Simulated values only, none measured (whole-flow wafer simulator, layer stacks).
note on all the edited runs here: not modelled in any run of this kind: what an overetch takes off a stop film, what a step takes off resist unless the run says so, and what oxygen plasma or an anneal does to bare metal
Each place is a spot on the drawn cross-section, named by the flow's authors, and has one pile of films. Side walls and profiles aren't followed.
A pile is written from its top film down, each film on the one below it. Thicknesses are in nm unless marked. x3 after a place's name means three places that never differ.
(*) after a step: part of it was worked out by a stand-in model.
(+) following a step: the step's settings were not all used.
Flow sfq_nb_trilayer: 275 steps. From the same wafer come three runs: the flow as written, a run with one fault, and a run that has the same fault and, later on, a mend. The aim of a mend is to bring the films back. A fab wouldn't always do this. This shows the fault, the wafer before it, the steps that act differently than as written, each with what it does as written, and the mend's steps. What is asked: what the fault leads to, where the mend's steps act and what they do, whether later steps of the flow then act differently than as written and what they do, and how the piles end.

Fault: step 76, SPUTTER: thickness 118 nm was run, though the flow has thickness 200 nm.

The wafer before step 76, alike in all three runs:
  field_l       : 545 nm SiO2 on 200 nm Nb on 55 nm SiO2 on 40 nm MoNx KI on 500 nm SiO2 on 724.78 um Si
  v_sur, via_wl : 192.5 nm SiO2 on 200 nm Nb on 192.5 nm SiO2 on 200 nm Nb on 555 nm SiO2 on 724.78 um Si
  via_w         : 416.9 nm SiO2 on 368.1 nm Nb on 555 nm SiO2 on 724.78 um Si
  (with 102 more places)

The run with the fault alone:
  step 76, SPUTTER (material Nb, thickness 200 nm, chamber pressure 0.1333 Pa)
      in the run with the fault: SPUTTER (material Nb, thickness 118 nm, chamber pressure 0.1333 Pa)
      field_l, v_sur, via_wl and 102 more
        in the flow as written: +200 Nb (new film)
        in the run with the fault: +118 Nb (new film)
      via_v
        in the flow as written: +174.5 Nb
        in the run with the fault: +103.8 Nb
  Steps further on in the flow that do not act as written (4 other steps are not shown; they differ only slightly, by no more than 2% or 0.5 nm, whichever is larger):
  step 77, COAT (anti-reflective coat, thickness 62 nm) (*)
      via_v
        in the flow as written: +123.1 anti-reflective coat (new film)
        in the run with the fault: +119.4 anti-reflective coat (new film)
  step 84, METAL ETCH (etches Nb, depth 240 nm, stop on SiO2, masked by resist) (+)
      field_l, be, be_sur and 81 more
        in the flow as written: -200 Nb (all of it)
        in the run with the fault: -118 Nb (all of it)
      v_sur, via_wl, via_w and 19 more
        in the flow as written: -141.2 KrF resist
        in the run with the fault: -104.1 KrF resist
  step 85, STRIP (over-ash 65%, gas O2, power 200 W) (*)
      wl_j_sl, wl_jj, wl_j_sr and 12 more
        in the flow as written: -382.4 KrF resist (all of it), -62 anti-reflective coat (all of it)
        in the run with the fault: -419.4 KrF resist (all of it), -62 anti-reflective coat (all of it)
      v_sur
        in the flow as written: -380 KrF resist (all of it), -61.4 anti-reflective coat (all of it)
        in the run with the fault: -417.2 KrF resist (all of it), -61.4 anti-reflective coat (all of it)
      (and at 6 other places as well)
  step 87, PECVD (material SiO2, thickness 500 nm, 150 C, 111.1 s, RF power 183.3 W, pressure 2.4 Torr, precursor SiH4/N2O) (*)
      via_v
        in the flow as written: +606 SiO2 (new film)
        in the run with the fault: +585.9 SiO2 (new film)
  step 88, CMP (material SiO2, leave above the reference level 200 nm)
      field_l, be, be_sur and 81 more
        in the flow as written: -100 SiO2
        in the run with the fault: -182 SiO2
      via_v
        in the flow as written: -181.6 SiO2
        in the run with the fault: -172.7 SiO2
  The piles end different from the flow's at field_l, v_sur, via_wl and 103 more by more than 2% or 0.5 nm, whichever is larger.
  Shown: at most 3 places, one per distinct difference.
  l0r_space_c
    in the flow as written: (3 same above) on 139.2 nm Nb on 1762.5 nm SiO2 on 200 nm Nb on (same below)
    in the run with the fault: (3 same above) on 139.2 nm Nb on 1680.5 nm SiO2 on 200 nm Nb on (same below)
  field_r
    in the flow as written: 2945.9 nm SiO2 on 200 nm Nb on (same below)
    in the run with the fault: 2863.9 nm SiO2 on 200 nm Nb on (same below)
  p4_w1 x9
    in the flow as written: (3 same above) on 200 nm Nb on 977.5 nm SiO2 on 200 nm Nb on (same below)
    in the run with the fault: (3 same above) on 200 nm Nb on 895.5 nm SiO2 on 200 nm Nb on (same below)

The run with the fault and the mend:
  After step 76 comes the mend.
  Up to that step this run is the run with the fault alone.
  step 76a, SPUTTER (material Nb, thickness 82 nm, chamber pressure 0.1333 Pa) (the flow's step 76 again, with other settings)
      field_l, v_sur, via_wl and 102 more
        +82 Nb
      via_v
        +66.5 Nb
  Later steps of the flow that are run all act as written at every place that is followed, up to a difference of at most 2% or 0.5 nm, whichever is larger.
  At the end the piles are close to the flow's at the places that both follow, differing by at most 2% or 0.5 nm, whichever is larger.
